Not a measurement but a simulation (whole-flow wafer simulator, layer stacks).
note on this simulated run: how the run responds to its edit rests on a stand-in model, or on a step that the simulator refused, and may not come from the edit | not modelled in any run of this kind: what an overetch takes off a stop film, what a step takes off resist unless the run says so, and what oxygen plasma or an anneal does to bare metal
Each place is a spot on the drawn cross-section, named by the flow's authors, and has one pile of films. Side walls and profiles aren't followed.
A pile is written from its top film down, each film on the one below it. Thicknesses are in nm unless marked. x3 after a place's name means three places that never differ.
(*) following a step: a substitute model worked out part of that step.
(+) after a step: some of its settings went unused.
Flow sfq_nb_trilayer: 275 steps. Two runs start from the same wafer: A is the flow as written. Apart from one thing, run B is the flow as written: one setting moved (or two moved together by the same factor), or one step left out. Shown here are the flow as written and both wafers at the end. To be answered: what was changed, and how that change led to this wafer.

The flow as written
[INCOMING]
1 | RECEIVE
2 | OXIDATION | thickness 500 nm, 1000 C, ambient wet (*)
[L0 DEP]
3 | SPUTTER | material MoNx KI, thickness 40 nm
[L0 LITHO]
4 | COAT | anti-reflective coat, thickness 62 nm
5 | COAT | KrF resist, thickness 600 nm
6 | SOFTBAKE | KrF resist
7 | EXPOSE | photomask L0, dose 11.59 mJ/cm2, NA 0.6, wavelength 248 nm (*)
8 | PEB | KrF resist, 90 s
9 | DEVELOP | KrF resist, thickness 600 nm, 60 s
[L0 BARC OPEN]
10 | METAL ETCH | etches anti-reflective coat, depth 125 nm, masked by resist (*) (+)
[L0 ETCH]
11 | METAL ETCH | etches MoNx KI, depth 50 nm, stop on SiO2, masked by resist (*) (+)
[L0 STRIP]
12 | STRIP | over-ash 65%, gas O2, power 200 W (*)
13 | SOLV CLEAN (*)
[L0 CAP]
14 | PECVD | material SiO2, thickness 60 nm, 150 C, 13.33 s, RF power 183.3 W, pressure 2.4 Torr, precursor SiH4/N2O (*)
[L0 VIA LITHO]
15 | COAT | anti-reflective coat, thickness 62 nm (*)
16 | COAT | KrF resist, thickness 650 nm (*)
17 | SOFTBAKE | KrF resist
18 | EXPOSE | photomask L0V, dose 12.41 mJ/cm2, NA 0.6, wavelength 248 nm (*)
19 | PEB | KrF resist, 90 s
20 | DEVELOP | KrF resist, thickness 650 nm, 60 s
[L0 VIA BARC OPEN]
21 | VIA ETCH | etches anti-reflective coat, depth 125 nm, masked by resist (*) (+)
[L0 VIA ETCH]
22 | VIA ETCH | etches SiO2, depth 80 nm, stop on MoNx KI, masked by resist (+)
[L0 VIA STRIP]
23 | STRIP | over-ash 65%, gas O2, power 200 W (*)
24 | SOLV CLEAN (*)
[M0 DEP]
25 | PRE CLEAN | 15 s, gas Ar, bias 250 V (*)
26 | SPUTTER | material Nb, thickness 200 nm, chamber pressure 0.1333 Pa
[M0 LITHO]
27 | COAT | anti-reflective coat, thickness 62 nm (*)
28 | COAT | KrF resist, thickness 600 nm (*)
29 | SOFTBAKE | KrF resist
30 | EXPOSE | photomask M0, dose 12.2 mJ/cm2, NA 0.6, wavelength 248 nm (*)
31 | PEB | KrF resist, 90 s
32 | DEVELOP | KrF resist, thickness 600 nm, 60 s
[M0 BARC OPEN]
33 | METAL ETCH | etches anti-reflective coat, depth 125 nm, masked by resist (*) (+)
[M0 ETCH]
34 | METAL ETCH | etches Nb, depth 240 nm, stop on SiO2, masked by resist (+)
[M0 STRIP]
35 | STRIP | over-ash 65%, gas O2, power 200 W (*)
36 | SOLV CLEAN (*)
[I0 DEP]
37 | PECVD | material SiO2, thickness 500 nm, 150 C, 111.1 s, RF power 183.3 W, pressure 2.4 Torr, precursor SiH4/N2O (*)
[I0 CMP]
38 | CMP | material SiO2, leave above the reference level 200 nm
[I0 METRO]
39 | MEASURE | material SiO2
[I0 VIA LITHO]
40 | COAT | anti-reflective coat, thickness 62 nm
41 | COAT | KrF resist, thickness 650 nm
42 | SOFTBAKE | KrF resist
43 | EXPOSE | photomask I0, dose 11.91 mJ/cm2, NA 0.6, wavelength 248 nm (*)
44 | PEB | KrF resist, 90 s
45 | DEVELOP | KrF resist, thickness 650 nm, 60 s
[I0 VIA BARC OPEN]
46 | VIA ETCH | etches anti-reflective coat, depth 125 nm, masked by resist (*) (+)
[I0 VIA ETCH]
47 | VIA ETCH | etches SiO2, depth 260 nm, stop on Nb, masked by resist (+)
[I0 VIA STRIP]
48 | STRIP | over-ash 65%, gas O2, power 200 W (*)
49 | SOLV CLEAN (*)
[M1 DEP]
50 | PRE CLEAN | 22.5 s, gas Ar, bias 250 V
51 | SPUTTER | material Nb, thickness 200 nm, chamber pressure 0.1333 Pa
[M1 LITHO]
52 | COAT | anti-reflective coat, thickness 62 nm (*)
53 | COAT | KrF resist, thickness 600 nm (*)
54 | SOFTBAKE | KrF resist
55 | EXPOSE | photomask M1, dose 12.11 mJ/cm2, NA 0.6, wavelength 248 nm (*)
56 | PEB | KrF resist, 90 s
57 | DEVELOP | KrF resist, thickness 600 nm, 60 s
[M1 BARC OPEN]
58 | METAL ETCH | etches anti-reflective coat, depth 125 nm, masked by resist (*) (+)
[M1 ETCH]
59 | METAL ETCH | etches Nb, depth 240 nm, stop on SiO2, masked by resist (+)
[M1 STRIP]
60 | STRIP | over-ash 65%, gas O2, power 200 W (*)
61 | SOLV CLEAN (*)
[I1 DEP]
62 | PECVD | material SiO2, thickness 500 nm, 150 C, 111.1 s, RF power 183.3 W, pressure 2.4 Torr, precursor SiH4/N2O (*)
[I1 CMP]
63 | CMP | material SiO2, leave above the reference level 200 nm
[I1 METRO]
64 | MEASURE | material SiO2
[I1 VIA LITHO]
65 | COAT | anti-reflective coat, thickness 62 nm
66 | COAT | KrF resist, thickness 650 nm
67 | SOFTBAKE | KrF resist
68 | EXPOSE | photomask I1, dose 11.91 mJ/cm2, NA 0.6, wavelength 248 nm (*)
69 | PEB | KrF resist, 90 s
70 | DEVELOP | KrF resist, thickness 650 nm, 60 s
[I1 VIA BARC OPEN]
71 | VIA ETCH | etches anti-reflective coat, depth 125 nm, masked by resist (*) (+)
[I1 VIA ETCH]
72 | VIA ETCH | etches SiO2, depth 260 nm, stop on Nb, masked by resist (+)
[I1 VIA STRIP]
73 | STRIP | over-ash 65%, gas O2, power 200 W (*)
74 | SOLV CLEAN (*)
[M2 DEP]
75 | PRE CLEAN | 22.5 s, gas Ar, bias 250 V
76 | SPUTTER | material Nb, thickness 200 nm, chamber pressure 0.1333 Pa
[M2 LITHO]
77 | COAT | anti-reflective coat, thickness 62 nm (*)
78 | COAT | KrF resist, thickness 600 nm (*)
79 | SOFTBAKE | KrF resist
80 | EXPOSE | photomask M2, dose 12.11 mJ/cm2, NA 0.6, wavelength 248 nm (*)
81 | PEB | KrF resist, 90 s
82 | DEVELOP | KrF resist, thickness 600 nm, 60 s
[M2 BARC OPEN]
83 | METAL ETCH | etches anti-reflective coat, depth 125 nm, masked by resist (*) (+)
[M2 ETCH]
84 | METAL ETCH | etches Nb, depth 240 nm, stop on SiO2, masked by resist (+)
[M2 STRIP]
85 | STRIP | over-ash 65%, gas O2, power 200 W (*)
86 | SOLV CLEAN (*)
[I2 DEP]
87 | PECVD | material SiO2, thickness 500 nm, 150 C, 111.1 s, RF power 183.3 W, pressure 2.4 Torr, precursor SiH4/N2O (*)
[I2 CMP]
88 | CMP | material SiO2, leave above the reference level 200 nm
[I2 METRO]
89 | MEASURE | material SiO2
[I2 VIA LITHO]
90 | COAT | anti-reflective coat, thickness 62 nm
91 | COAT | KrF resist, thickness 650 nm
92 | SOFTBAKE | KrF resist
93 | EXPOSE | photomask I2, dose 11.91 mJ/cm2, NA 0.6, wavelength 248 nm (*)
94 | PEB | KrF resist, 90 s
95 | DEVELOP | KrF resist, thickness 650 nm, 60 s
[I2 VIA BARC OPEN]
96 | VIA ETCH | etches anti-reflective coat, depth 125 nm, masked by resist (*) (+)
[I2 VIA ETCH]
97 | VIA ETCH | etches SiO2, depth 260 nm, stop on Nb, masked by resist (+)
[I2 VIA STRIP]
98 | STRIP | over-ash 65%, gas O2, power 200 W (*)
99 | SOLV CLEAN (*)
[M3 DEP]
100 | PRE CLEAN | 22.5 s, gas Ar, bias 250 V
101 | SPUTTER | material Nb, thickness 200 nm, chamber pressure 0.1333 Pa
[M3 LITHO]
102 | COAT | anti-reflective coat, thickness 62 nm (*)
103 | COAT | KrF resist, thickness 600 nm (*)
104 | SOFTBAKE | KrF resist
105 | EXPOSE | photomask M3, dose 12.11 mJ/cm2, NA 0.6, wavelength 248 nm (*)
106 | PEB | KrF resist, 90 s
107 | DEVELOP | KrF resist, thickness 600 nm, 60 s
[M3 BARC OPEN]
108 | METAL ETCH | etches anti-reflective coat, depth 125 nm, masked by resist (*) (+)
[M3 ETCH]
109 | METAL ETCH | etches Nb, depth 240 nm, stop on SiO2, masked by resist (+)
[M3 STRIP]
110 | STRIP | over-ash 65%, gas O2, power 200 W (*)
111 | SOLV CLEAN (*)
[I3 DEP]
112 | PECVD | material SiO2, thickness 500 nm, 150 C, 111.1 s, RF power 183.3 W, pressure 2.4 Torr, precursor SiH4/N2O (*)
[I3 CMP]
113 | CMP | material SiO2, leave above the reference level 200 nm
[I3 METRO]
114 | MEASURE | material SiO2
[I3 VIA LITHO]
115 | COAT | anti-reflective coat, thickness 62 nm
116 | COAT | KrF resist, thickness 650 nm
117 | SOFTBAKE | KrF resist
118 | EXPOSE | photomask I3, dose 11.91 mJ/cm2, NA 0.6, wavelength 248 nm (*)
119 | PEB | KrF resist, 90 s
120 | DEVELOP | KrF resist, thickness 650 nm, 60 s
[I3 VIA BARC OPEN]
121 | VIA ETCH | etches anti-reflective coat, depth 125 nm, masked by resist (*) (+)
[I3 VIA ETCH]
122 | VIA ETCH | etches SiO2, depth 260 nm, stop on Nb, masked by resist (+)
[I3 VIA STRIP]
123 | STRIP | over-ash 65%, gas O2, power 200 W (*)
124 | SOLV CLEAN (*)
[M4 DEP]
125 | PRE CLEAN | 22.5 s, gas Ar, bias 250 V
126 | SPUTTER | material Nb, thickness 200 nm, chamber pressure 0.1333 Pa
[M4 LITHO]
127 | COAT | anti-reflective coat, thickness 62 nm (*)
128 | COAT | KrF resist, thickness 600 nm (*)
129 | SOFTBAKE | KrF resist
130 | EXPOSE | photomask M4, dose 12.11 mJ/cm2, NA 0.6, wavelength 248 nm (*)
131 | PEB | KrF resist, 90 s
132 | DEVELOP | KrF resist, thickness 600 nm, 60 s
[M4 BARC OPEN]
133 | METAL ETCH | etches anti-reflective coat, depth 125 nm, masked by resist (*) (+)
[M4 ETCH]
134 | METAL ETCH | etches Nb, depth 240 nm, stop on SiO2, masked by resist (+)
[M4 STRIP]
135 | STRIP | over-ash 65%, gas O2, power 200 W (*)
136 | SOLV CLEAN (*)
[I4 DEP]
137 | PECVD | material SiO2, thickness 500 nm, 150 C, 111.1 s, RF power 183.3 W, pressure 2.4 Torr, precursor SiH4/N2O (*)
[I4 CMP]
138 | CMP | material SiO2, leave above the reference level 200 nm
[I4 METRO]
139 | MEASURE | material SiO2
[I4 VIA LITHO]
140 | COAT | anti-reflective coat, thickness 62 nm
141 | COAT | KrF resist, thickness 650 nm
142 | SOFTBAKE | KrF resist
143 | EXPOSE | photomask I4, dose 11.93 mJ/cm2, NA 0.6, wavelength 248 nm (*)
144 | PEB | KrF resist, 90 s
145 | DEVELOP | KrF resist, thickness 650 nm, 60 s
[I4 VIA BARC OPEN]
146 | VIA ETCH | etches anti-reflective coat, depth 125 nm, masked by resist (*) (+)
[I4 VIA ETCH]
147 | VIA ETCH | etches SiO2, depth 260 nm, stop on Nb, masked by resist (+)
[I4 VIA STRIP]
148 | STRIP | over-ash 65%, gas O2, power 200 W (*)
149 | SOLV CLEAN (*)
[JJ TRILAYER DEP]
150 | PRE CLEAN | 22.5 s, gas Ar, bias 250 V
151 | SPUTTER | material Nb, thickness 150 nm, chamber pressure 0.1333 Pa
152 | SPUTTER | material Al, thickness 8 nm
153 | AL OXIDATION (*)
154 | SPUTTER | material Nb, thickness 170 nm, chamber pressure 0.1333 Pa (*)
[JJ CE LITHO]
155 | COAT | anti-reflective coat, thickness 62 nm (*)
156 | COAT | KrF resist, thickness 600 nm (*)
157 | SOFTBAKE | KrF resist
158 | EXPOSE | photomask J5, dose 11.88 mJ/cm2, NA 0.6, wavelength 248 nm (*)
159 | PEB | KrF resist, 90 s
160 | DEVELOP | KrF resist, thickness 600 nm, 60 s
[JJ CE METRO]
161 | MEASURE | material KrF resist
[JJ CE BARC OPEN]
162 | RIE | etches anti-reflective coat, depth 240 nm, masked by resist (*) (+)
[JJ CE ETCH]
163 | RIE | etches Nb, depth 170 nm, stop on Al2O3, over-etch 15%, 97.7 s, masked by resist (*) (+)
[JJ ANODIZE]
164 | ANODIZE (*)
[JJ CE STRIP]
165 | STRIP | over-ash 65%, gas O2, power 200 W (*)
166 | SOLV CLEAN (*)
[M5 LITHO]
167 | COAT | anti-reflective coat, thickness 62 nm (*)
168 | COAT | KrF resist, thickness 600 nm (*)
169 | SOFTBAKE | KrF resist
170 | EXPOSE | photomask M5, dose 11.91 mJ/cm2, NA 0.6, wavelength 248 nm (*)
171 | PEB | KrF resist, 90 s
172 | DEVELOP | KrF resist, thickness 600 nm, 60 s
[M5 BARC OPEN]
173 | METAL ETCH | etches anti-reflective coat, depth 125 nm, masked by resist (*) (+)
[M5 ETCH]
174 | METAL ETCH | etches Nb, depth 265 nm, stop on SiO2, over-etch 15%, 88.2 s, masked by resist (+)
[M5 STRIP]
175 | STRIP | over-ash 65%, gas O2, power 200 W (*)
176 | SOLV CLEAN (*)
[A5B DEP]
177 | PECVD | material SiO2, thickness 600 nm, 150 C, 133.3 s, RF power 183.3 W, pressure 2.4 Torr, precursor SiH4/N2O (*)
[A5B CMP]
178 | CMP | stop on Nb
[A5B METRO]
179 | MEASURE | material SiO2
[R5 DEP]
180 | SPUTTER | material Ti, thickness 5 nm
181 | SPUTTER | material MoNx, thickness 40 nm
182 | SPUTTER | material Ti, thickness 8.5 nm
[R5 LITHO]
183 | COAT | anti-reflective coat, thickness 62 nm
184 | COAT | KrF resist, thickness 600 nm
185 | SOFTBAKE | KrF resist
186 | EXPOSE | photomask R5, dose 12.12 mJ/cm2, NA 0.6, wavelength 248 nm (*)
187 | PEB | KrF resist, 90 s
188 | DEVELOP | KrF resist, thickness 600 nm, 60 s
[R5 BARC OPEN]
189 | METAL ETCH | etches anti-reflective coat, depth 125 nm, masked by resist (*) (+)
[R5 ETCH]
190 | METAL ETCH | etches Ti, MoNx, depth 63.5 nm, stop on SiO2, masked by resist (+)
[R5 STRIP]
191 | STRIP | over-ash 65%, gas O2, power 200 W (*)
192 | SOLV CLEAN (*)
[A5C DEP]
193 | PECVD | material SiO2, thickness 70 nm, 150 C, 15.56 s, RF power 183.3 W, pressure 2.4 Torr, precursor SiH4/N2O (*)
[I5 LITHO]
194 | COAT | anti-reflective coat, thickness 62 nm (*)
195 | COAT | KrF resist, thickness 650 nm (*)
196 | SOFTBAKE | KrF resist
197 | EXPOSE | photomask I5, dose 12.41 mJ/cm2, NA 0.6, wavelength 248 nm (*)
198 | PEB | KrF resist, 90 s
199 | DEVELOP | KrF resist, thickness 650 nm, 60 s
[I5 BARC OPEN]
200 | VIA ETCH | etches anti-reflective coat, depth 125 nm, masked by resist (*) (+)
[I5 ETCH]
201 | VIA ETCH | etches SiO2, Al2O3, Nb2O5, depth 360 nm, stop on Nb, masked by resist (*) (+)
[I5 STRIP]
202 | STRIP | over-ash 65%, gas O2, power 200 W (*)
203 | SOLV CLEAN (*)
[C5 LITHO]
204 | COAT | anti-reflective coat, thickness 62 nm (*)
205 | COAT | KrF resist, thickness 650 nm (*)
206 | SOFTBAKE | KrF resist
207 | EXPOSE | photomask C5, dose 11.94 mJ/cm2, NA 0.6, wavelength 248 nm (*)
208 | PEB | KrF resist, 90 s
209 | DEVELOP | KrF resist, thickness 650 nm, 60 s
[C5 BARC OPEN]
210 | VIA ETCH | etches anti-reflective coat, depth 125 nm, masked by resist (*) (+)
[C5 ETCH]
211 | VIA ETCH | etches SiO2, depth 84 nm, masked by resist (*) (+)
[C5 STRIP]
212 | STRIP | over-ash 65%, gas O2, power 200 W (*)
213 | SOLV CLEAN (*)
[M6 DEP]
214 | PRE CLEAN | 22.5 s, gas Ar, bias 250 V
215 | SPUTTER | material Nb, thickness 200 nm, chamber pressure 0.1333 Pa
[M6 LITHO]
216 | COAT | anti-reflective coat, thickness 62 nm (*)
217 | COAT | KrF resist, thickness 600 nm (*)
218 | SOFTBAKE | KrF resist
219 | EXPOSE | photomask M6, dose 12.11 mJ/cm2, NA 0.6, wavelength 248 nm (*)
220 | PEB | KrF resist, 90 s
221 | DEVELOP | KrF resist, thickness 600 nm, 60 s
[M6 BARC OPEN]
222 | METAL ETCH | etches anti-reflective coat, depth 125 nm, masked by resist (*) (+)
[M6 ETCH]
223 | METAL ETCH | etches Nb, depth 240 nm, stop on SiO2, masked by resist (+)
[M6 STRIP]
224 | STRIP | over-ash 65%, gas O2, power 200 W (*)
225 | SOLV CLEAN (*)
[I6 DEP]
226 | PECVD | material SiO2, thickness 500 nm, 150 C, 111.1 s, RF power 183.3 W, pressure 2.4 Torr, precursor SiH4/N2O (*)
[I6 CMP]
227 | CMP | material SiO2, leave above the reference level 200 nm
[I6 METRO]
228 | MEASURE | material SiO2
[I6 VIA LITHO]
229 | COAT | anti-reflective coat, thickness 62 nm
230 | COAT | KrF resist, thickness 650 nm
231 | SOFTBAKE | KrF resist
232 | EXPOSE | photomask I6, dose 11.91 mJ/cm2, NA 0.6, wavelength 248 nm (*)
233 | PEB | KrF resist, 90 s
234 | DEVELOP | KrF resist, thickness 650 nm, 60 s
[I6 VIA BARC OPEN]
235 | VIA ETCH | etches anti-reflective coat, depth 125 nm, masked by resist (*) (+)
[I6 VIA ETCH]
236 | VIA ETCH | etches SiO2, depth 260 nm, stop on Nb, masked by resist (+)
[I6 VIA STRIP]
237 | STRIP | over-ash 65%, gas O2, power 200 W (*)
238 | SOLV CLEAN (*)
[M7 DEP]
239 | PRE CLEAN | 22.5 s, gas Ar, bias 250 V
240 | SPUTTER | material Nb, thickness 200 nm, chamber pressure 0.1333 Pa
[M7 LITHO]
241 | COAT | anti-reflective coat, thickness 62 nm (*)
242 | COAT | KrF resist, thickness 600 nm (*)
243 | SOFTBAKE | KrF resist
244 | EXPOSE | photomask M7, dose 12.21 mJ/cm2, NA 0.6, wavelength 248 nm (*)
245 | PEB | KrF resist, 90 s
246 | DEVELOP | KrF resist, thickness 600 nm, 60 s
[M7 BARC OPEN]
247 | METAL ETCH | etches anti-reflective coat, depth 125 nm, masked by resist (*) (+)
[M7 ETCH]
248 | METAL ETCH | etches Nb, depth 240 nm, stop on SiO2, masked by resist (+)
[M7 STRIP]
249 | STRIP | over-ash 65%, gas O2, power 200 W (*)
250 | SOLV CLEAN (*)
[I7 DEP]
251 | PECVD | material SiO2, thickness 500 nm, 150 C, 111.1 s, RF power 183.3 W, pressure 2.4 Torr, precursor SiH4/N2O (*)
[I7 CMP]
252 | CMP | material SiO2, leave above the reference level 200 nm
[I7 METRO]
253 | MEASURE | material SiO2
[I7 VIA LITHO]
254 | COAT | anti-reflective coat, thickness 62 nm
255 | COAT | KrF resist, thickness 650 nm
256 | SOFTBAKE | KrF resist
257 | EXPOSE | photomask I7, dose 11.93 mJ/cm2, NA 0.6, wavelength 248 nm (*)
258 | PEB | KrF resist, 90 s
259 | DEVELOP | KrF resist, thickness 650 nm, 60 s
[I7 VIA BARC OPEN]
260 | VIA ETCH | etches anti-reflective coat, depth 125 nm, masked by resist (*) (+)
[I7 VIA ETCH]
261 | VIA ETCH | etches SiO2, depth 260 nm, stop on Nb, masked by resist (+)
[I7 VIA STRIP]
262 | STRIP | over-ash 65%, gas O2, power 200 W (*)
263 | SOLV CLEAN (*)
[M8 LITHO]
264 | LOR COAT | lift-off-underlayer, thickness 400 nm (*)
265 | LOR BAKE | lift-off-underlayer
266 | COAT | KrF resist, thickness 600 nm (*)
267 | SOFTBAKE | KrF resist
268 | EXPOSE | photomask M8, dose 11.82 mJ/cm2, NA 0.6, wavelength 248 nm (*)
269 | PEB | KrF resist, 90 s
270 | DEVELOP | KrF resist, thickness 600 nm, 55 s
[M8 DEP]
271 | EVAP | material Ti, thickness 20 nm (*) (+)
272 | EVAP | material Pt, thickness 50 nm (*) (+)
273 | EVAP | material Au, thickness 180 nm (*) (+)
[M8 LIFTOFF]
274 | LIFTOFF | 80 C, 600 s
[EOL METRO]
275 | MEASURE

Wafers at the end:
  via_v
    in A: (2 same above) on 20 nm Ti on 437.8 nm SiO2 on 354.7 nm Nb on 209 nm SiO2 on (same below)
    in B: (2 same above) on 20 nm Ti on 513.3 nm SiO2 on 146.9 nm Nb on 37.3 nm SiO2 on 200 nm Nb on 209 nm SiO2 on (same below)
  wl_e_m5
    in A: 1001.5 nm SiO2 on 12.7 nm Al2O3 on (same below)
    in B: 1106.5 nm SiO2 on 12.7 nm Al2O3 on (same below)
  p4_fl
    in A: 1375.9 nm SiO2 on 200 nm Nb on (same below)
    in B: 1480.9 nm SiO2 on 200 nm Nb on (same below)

What caused this: step 227, CMP: leave above the reference level 305 nm was run, while the flow as written has leave above the reference level 200 nm.

How this came from the change, step by step:
  227 | CMP | material SiO2, leave above the reference level 200 nm
      field_l, p4_fl, p4_fm and 59 more: A -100 SiO2 | B nothing
      moat, field_r, lsp_l, ln_m5, lsp_m: A -93.6 SiO2 | B nothing
      (as well as at 39 more places)
  229 | COAT | anti-reflective coat, thickness 62 nm
      wl_c_m6, wl_f_m6: A +62 anti-reflective coat (new film) | B +60.5 anti-reflective coat (new film)
      m5r_linepad_l, m5r_linepad_r: A +62 anti-reflective coat (new film) | B +64 anti-reflective coat (new film)
      (as well as at 9 more places)
  236 | VIA ETCH | etches SiO2, depth 260 nm, stop on Nb, masked by resist (+)
      via_v: A -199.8 SiO2 (all of it) | B -260 SiO2
  237 | STRIP | over-ash 65%, gas O2, power 200 W (*)
      wl_c_m6, wl_f_m6: A -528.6 KrF resist (all of it), -62 anti-reflective coat (all of it) | B -526.7 KrF resist (all of it), -60.5 anti-reflective coat (all of it)
      m5r_linepad_l, m5r_linepad_r: A -528.6 KrF resist (all of it), -62 anti-reflective coat (all of it) | B -528 KrF resist (all of it), -64 anti-reflective coat (all of it)
      (as well as at 9 more places)
  239 | PRE CLEAN | 22.5 s, gas Ar, bias 250 V
      via_v: A -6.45 Nb | B -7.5 SiO2
  240 | SPUTTER | material Nb, thickness 200 nm, chamber pressure 0.1333 Pa
      via_v: A +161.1 Nb | B +146.9 Nb (new film)
  241 | COAT | anti-reflective coat, thickness 62 nm (*)
      wl_c_m6, wl_f_m6: A +62 anti-reflective coat (new film) | B +60.3 anti-reflective coat (new film)
      m5r_linepad_l, m5r_linepad_r: A +62 anti-reflective coat (new film) | B +63.8 anti-reflective coat (new film)
      (as well as at 14 more places)
  242 | COAT | KrF resist, thickness 600 nm (*)
      via_v: A +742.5 KrF resist (new film) | B +800.7 KrF resist (new film)
  247 | METAL ETCH | etches anti-reflective coat, depth 125 nm, masked by resist (*) (+)
      m5r_linepad_l, m5r_linepad_r: A -62 anti-reflective coat (all of it) | B -63.8 anti-reflective coat (all of it)
      m8r_pad_l, m8r_pad_r: A -62 anti-reflective coat (all of it) | B -63.3 anti-reflective coat (all of it)
      (as well as at 4 more places)
  249 | STRIP | over-ash 65%, gas O2, power 200 W (*)
      v_sur: A -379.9 KrF resist (all of it), -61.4 anti-reflective coat (all of it) | B -377.5 KrF resist (all of it), -59.6 anti-reflective coat (all of it)
      via_sp: A -373.6 KrF resist (all of it), -53.1 anti-reflective coat (all of it) | B -368.2 KrF resist (all of it), -49.6 anti-reflective coat (all of it)
      (as well as at 8 more places)
  251 | PECVD | material SiO2, thickness 500 nm, 150 C, 111.1 s, RF power 183.3 W, pressure 2.4 Torr, precursor SiH4/N2O (*)
      via_v: A +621 SiO2 (new film) | B +670.3 SiO2 (new film)
  252 | CMP | material SiO2, leave above the reference level 200 nm
      field_l, p4_fl, p4_fm and 46 more: A -100 SiO2 | B -95 SiO2
      moat, ln_m5, lsp_m: A -300 SiO2 | B -288.6 SiO2
      (as well as at 8 more places)
Taking metal films that touch as one body, via_v has 7 bodies (between them, from the top down: SiO2 513.3; SiO2 37.3; SiO2 209 / Al2O3 12.7 / Nb2O5 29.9; SiO2 425.9; SiO2 416.9; SiO2 192.5); the flow as written gives 6 bodies (between them, from the top down: SiO2 437.8; SiO2 209 / Al2O3 12.7 / Nb2O5 29.9; SiO2 425.9; SiO2 416.9; SiO2 192.5).
